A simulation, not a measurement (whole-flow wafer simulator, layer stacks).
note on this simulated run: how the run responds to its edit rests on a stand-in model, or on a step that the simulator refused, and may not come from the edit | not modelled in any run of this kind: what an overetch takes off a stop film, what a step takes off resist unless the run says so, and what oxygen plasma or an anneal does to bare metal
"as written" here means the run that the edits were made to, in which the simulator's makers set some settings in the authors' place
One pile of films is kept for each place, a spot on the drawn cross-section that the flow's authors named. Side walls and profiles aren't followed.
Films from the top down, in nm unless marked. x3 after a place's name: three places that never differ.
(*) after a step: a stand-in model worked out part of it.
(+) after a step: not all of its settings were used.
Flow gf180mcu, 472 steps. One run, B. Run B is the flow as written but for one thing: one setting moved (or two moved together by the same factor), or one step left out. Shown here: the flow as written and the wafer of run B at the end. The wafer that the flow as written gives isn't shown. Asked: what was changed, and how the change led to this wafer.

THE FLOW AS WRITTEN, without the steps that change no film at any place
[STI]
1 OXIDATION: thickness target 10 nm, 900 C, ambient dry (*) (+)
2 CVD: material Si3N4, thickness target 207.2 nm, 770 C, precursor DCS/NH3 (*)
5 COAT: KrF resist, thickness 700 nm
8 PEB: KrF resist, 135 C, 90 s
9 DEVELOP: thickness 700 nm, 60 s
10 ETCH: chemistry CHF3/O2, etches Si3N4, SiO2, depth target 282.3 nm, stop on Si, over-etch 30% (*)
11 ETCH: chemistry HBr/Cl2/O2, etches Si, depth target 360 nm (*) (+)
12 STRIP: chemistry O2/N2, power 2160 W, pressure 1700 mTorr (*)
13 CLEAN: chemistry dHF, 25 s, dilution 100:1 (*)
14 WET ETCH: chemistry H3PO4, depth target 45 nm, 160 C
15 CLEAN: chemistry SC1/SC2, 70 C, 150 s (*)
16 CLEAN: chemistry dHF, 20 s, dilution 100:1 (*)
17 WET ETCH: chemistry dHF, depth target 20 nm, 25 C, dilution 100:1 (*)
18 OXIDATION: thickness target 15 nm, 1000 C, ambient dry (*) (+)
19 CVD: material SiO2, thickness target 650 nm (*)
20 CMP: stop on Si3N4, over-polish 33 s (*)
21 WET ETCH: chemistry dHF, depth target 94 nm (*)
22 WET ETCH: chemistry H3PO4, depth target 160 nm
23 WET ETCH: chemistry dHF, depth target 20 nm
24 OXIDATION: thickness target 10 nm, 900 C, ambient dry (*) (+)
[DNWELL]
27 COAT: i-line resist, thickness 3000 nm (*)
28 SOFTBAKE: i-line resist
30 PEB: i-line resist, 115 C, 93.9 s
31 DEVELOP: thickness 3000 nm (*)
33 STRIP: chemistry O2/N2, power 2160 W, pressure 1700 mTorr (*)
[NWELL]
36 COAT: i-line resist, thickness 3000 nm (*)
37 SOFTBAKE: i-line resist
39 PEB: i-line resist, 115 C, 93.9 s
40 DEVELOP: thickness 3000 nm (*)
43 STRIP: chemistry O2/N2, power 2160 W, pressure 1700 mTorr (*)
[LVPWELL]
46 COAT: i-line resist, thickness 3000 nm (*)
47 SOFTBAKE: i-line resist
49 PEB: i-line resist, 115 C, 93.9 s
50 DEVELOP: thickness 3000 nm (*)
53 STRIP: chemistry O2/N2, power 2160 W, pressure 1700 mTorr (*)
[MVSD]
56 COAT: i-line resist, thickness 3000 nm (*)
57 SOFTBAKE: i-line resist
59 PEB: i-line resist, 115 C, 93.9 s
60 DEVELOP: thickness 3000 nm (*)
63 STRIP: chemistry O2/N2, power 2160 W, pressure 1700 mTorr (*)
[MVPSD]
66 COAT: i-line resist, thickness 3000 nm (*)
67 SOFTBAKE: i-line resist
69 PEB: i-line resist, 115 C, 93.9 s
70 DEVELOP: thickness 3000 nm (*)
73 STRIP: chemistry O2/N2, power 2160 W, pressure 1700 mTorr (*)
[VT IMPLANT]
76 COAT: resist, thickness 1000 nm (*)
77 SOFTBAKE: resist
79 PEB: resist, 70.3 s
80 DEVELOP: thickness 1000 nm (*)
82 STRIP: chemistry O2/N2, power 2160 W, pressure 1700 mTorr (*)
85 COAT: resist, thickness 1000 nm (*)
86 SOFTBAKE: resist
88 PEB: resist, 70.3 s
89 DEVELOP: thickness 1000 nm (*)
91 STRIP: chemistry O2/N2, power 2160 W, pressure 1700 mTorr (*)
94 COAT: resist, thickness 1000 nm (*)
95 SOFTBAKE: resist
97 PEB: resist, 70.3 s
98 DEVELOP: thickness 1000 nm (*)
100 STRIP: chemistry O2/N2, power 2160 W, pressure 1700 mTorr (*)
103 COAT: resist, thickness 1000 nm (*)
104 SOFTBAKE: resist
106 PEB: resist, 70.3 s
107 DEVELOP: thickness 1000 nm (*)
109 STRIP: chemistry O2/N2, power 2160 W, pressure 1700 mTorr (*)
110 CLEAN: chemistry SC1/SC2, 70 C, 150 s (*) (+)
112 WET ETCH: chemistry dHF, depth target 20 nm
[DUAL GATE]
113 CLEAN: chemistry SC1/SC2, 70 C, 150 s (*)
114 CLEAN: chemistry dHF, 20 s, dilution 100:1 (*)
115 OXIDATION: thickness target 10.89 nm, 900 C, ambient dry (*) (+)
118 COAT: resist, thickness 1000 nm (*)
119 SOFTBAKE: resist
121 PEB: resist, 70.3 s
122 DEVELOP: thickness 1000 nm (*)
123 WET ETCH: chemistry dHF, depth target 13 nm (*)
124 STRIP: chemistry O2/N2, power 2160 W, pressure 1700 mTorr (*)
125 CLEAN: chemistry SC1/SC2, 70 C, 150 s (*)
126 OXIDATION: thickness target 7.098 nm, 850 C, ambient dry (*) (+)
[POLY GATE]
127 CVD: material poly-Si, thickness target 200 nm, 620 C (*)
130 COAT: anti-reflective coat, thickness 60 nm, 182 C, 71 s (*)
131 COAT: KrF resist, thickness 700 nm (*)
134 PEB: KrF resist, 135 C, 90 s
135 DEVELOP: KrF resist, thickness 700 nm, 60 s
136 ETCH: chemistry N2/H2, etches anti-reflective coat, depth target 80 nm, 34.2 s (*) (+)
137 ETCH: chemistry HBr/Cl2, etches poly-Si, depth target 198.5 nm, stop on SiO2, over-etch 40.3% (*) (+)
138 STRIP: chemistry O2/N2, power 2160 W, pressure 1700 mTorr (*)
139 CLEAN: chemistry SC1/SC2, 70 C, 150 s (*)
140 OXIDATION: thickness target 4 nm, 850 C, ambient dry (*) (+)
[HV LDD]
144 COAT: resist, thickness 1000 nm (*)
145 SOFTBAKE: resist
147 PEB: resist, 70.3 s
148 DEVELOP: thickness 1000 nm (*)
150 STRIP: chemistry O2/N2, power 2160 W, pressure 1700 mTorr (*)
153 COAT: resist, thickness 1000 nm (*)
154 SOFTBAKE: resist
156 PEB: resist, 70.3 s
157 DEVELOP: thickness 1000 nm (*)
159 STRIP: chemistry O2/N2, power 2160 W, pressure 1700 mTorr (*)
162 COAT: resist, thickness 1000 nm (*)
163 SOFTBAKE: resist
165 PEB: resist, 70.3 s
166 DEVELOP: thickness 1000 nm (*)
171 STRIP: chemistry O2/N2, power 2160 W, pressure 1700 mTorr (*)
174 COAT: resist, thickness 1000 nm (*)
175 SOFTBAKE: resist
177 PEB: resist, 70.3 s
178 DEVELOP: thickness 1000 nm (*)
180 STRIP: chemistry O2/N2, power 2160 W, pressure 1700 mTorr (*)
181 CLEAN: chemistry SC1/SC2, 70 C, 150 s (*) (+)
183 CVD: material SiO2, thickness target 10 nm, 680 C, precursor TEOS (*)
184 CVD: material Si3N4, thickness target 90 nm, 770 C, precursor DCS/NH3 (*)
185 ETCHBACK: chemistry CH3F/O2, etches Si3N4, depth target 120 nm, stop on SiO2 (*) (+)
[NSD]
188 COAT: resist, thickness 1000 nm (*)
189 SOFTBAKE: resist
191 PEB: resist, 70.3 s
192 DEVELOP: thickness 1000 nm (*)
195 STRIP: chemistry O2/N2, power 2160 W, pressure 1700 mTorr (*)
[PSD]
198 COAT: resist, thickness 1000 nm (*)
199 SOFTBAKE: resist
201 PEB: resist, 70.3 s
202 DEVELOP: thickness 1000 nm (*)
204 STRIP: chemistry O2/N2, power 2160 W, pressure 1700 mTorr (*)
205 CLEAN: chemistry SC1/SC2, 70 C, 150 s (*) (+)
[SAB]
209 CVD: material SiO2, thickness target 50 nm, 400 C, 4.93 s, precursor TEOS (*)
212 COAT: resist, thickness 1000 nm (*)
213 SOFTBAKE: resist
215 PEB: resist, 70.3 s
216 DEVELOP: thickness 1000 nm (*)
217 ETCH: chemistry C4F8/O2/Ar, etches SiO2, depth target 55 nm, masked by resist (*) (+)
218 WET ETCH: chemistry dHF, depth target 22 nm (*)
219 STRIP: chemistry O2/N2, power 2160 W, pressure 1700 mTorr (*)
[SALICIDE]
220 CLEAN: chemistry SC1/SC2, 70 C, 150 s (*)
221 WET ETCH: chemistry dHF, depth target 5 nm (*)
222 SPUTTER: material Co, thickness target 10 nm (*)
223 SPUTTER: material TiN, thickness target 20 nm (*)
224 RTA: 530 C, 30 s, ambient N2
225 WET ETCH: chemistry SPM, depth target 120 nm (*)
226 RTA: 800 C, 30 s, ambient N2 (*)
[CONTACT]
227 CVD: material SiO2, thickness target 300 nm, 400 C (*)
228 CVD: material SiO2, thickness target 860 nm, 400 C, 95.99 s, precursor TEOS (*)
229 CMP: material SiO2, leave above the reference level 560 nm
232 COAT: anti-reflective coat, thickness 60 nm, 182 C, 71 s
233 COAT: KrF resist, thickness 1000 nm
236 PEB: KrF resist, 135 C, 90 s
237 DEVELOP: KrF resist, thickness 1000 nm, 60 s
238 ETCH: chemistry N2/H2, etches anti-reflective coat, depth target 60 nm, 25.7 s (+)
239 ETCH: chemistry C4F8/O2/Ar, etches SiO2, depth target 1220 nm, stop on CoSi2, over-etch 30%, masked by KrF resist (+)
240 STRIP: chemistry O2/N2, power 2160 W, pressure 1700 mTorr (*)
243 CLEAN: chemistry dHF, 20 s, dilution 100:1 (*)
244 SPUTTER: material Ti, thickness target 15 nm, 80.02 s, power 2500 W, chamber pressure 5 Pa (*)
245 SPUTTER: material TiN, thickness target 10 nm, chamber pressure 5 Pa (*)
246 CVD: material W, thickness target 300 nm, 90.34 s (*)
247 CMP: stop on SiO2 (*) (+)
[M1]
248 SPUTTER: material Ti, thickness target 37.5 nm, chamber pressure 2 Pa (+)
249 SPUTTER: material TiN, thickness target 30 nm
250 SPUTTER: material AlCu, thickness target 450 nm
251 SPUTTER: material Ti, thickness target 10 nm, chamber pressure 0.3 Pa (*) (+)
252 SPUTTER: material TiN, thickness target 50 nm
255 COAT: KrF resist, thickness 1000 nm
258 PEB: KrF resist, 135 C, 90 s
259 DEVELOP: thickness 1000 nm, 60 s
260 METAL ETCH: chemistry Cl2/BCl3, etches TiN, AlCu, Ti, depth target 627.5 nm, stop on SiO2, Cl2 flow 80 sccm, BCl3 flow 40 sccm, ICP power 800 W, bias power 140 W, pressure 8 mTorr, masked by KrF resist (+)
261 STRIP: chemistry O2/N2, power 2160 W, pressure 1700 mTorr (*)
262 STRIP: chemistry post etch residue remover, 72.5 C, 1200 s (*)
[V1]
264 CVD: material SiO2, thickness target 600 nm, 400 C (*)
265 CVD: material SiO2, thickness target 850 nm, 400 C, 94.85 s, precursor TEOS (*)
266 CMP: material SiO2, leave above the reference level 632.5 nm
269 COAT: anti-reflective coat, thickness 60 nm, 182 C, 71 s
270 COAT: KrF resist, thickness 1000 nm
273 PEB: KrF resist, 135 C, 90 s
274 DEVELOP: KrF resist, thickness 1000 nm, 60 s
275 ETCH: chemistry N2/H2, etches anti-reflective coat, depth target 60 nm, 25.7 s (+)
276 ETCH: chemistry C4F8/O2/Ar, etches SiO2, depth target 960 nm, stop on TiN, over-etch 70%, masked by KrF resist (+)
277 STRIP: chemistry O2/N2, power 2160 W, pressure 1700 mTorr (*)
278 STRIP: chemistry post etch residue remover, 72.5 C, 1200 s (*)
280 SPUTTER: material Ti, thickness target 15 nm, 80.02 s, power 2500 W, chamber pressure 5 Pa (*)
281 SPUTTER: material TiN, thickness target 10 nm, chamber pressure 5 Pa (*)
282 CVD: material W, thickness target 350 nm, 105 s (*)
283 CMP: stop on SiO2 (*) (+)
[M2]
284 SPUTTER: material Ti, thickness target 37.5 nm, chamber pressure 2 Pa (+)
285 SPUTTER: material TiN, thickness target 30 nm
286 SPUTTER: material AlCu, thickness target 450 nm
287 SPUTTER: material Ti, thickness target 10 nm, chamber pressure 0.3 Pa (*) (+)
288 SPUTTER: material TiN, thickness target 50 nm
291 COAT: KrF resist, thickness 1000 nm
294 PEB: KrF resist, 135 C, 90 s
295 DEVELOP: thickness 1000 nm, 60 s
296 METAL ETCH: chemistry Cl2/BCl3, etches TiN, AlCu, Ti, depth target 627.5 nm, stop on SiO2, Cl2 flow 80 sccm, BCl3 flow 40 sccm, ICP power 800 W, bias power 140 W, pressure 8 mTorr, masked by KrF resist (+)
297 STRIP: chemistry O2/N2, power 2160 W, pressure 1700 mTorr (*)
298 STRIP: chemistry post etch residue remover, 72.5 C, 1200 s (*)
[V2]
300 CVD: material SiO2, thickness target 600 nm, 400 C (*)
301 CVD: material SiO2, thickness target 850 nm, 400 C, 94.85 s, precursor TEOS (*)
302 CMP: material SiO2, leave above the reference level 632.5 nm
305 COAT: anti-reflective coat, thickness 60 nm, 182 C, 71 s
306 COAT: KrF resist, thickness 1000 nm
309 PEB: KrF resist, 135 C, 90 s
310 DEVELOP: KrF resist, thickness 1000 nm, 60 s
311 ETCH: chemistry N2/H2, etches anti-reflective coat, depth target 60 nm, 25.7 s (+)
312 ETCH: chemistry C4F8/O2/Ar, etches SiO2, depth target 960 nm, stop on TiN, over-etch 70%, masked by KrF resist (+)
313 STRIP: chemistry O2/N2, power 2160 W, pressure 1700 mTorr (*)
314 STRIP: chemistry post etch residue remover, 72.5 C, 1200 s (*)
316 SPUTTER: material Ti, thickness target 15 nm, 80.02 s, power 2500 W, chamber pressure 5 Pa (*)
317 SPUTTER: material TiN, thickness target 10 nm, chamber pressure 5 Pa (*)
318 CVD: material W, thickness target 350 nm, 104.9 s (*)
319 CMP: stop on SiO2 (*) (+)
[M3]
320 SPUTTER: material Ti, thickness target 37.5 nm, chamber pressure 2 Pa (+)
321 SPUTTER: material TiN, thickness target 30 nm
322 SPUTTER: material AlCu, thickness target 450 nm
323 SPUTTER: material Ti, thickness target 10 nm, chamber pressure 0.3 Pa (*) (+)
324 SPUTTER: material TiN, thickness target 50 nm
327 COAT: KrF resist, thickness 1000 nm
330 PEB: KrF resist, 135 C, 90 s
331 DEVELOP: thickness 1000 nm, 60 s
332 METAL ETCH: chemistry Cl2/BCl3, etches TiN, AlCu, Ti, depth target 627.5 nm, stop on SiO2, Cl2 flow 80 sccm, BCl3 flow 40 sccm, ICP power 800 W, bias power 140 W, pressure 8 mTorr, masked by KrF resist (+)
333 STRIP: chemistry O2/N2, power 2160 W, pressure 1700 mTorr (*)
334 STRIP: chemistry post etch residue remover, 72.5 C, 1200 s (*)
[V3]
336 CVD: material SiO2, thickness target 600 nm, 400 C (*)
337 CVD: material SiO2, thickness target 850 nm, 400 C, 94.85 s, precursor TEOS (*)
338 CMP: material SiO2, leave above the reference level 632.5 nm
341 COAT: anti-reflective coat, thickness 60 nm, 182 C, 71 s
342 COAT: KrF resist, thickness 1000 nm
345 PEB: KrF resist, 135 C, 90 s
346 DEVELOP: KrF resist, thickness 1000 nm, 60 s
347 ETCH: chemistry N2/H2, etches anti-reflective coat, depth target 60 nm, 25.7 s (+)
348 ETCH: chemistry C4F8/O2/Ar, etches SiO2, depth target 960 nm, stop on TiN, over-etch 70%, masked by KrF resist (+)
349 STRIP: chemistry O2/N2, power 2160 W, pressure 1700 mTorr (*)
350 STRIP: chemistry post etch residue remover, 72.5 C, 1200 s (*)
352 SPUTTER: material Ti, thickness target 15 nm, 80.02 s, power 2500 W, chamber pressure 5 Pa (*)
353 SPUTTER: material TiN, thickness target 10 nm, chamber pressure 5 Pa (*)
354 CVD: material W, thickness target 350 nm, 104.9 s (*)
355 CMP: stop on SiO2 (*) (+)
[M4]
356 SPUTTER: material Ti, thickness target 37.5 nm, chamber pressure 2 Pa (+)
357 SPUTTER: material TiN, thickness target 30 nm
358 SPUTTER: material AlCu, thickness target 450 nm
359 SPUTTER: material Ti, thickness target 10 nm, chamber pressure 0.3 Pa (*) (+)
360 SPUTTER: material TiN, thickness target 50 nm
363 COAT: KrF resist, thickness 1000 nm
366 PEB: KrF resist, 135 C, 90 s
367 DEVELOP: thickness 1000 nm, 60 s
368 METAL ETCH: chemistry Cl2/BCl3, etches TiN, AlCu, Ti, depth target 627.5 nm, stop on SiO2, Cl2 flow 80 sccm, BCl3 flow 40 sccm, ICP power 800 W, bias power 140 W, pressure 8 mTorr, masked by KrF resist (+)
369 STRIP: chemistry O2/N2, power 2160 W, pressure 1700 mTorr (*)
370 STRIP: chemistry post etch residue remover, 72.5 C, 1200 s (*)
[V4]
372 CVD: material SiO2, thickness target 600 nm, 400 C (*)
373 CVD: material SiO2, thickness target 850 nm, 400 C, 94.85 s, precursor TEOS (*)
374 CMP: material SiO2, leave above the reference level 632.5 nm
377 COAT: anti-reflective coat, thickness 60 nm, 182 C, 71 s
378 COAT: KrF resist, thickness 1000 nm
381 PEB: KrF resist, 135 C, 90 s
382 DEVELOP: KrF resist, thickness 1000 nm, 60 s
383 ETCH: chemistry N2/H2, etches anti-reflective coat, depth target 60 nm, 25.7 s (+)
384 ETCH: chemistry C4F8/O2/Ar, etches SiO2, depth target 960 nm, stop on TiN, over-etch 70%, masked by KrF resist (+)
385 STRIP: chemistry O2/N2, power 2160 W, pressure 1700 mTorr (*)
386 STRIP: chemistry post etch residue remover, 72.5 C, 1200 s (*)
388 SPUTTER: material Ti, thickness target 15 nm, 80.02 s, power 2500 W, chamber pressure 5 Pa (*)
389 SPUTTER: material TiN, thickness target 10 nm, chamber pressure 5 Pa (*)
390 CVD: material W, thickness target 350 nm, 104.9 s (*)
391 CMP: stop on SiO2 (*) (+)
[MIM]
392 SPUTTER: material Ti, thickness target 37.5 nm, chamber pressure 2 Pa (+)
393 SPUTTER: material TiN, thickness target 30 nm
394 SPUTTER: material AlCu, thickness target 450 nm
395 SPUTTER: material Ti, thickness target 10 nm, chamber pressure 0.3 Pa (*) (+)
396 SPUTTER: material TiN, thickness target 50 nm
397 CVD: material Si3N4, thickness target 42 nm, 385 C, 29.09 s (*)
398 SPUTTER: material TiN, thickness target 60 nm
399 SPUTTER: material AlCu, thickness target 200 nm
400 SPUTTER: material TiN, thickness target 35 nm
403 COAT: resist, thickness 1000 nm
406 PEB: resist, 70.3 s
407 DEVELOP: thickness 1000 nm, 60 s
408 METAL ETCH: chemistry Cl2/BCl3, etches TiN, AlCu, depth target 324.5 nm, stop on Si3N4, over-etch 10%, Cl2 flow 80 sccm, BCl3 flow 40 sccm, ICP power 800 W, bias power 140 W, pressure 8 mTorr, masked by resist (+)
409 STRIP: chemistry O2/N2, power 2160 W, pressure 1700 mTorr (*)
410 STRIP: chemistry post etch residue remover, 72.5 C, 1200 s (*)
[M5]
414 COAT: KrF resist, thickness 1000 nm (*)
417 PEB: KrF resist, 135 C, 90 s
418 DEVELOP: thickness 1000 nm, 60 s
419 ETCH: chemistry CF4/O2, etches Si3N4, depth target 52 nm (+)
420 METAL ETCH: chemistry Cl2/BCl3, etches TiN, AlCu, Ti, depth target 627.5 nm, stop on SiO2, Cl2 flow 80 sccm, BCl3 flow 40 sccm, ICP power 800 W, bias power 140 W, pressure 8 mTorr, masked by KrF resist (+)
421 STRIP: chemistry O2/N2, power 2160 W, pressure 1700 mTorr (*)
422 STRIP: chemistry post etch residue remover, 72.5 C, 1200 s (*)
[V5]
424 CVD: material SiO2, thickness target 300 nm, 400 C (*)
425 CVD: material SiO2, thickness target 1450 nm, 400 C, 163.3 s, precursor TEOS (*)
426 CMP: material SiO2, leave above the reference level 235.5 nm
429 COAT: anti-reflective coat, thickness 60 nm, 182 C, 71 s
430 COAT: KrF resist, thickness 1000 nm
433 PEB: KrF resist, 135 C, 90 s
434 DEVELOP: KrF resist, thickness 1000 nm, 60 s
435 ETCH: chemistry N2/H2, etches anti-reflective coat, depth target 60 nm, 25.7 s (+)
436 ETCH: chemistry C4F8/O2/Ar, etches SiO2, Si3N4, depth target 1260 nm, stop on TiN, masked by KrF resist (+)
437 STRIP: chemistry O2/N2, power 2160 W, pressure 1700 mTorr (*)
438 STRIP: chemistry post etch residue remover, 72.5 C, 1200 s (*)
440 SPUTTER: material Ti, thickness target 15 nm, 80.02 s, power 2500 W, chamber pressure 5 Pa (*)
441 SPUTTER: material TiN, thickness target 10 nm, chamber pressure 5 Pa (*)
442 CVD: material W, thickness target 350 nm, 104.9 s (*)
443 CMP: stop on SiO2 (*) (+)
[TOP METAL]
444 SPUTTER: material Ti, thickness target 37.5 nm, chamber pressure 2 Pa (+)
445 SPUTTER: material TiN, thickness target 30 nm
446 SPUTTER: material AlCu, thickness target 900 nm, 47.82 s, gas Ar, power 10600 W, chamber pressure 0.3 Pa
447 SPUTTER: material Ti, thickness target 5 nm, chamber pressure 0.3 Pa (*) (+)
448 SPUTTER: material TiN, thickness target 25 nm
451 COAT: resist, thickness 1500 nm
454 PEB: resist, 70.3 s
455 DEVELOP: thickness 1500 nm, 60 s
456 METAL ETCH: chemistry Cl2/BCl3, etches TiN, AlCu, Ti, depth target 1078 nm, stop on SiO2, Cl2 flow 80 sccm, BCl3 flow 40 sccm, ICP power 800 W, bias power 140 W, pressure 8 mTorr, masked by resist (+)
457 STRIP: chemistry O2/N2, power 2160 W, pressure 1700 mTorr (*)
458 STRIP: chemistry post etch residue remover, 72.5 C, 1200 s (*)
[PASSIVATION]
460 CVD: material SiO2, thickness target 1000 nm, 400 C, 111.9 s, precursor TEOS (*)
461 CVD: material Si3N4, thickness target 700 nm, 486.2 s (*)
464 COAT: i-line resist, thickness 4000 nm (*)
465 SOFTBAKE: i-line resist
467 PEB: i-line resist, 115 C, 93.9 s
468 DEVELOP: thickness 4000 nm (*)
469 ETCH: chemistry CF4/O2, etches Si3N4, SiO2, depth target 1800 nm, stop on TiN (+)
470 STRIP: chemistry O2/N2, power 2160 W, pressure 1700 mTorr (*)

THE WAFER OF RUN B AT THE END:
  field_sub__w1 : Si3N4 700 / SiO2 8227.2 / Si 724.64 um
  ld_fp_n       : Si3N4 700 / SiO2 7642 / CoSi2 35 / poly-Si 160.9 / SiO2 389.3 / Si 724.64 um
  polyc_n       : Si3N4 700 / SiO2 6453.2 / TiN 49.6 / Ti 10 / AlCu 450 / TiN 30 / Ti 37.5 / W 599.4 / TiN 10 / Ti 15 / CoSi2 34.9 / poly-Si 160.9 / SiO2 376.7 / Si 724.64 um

The cause: step 23, WET ETCH: depth target 13.5 nm was run, where the flow has depth target 20 nm.

How the change led to this, step by step:
  23 WET ETCH: chemistry dHF, depth target 20 nm
      field, field_sub, sti and 33 more: SiO2 -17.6 (as written it would be: SiO2 -26)
      npoly_sal: SiO2 -17.5 (as written it would be: SiO2 -26)
  28 SOFTBAKE: i-line resist
      ldn_fp, ldn_drn: i-line resist +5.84 (as written it would be: i-line resist +4.83)
      field: i-line resist +3.06 (as written it would be: i-line resist +2.45)
      (and at 29 more places)
  37 SOFTBAKE: i-line resist
      ldn_fp, ldn_drn: i-line resist +5.84 (as written it would be: i-line resist +4.83)
      field: i-line resist +3.06 (as written it would be: i-line resist +2.45)
      (and at 29 more places)
  47 SOFTBAKE: i-line resist
      ldn_fp, ldn_drn: i-line resist +5.84 (as written it would be: i-line resist +4.83)
      field: i-line resist +3.06 (as written it would be: i-line resist +2.45)
      (and at 29 more places)
  57 SOFTBAKE: i-line resist
      ldn_fp, ldn_drn: i-line resist +5.84 (as written it would be: i-line resist +4.83)
      field: i-line resist +3.06 (as written it would be: i-line resist +2.45)
      (and at 29 more places)
  67 SOFTBAKE: i-line resist
      ldn_fp, ldn_drn: i-line resist +5.84 (as written it would be: i-line resist +4.83)
      field: i-line resist +3.06 (as written it would be: i-line resist +2.45)
      (and at 29 more places)
  130 COAT: anti-reflective coat, thickness 60 nm, 182 C, 71 s (*)
      p_well, spacer, sd_n: anti-reflective coat +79 (new film) (as written it would be: anti-reflective coat +70.9 (new film))
      ldn_acc, ldp_acc: anti-reflective coat +70.1 (new film) (as written it would be: anti-reflective coat +66.9 (new film))
      (and at 66 more places)
  136 ETCH: chemistry N2/H2, etches anti-reflective coat, depth target 80 nm, 34.2 s (*) (+)
      p_well, spacer, sd_n: anti-reflective coat -79 (all of it), poly-Si -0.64 (as written it would be: anti-reflective coat -70.9 (all of it), poly-Si -0.85)
      field: anti-reflective coat -58.8 (all of it), poly-Si -1.16 (as written it would be: anti-reflective coat -61.5 (all of it), poly-Si -1.09)
      (and at 47 more places)
  138 STRIP: chemistry O2/N2, power 2160 W, pressure 1700 mTorr (*)
      gate: chemical SiO2 +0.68 (new film), KrF resist -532 (all of it), anti-reflective coat -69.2 (all of it), poly-Si -0.3 (as written it would be: chemical SiO2 +0.68 (new film), KrF resist -531.7 (all of it), anti-reflective coat -65.5 (all of it), poly-Si -0.3)
      gate_hv: chemical SiO2 +0.68 (new film), KrF resist -530.1 (all of it), anti-reflective coat -62.3 (all of it), poly-Si -0.3 (as written it would be: chemical SiO2 +0.68 (new film), KrF resist -528.4 (all of it), anti-reflective coat -61 (all of it), poly-Si -0.3)
      (and at 18 more places)
  189 SOFTBAKE: resist
      active_hv: resist -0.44 (as written it would be: resist +2.68)
      active_nat: resist +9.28 (as written it would be: resist +5.49)
  199 SOFTBAKE: resist
      active_hv: resist -0.44 (as written it would be: resist +2.68)
      active_nat: resist +9.28 (as written it would be: resist +5.49)
  218 WET ETCH: chemistry dHF, depth target 22 nm (*)
      active: SiO2 -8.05 (all of it) (as written it would be: SiO2 -9.01 (all of it))
  223 SPUTTER: material TiN, thickness target 20 nm (*)
      ld_sd_n: TiN +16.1 (new film) (as written it would be: TiN +15.5 (new film))
  225 WET ETCH: chemistry SPM, depth target 120 nm (*)
      ld_sd_n: TiN -16.1 (all of it) (as written it would be: TiN -15.5 (all of it))
  226 RTA: 800 C, 30 s, ambient N2 (*)
      ld_sd_n: CoSi2 +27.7 (new film), CoSi -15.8 (all of it), Si -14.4 (as written it would be: CoSi2 +28.3 (new film), CoSi -16.1 (all of it), Si -14.7)
  229 CMP: material SiO2, leave above the reference level 560 nm
      ldn_sep__w1, ldn_sep__w2, ldn_dft and 8 more: SiO2 -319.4 (as written it would be: SiO2 -311)
      sti, mim_1p0, pad, dice_street, iso_nw_fld, iso_fld_sub: SiO2 -305.3 (as written it would be: SiO2 -296.8)
      (and at 40 more places)
